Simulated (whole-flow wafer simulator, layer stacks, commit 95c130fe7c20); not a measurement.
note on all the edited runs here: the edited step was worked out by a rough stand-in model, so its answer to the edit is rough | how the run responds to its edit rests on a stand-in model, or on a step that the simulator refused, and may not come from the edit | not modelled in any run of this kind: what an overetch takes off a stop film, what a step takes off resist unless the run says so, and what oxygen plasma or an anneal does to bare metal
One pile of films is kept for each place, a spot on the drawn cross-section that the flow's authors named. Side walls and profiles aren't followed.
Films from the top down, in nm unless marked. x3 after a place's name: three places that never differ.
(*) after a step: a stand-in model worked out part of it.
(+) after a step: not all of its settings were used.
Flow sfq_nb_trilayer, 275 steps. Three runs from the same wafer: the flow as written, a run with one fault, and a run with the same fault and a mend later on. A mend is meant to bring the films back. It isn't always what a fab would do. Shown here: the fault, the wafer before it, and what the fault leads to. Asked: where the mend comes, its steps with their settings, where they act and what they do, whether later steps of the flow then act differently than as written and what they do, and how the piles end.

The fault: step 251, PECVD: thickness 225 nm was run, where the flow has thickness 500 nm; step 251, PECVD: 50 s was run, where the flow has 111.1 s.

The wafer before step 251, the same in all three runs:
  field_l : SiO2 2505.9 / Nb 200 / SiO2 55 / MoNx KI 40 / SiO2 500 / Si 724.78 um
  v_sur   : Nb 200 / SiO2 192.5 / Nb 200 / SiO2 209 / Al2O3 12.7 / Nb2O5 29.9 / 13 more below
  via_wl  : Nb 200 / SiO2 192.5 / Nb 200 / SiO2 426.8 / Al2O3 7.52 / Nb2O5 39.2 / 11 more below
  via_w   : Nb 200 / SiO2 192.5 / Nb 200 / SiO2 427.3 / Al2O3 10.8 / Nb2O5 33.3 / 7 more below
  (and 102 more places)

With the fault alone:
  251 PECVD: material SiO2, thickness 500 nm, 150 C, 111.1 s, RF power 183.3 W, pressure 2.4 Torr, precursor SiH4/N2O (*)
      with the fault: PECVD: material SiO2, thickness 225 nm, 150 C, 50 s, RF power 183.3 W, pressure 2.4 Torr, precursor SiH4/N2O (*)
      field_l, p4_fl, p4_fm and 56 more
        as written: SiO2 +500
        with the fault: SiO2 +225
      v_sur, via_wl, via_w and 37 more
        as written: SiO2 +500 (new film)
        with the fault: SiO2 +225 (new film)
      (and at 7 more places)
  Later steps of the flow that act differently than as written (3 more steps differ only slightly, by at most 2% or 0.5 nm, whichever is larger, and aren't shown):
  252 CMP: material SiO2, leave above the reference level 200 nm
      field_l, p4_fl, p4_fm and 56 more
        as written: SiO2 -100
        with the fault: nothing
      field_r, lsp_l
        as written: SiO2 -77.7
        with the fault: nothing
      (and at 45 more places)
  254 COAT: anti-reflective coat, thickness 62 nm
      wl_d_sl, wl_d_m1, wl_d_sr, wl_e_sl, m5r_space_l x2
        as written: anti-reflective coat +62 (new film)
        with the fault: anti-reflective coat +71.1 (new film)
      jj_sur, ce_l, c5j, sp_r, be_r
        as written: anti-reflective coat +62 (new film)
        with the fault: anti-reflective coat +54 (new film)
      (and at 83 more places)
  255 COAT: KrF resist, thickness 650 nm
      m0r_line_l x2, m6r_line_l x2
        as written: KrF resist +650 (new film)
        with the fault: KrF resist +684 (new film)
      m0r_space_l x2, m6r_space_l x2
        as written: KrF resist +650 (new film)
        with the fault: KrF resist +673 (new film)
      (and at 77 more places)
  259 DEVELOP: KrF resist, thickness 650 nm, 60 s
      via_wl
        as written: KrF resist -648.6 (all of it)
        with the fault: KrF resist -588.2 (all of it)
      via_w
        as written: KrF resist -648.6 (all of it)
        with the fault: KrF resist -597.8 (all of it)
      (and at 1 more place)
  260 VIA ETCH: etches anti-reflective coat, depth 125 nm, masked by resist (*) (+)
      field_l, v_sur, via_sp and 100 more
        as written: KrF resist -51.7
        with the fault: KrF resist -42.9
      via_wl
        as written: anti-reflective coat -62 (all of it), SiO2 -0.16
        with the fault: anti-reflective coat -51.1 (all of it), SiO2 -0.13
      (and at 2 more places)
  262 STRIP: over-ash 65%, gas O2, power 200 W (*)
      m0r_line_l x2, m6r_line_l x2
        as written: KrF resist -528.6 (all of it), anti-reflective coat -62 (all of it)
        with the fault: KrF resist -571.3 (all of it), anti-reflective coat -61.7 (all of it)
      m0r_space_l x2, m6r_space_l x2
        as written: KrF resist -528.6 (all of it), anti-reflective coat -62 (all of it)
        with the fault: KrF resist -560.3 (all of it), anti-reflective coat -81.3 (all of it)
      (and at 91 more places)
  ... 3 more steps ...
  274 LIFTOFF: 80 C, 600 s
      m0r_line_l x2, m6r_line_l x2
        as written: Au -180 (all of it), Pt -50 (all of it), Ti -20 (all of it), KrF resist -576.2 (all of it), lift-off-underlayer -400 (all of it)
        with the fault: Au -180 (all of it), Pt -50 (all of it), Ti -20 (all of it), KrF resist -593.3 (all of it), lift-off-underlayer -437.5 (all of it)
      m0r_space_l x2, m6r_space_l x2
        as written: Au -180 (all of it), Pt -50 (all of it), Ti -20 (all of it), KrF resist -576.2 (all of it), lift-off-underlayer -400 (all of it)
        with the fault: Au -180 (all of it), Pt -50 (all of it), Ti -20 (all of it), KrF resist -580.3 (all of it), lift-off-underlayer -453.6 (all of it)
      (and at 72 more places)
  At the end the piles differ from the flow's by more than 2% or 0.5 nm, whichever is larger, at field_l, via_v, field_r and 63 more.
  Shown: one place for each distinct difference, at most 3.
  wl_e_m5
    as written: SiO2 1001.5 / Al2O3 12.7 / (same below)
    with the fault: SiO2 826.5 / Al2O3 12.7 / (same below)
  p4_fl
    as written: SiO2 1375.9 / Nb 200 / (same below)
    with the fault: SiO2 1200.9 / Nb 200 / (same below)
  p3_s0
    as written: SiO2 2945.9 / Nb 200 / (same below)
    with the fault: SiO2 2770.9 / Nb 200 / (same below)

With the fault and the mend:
  The mend comes after step 251.
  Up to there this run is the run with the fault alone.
  251a PECVD: material SiO2, thickness 275 nm, 150 C, 61.11 s, RF power 183.3 W, pressure 2.4 Torr, precursor SiH4/N2O (*) (the flow's step 251 once more, with other settings)
      field_l, v_sur, via_wl and 98 more
        SiO2 +275
      field_r, lsp_l
        SiO2 +263.7
      l0_sur, l0v
        SiO2 +268.7
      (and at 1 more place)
  Later steps of the flow that act differently than as written:
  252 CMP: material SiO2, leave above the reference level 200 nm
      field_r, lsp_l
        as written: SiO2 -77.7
        with the mend: SiO2 -80.1
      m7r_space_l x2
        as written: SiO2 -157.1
        with the mend: SiO2 -100
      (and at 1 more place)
  At the end the piles are the same as the flow's at every place that both follow.
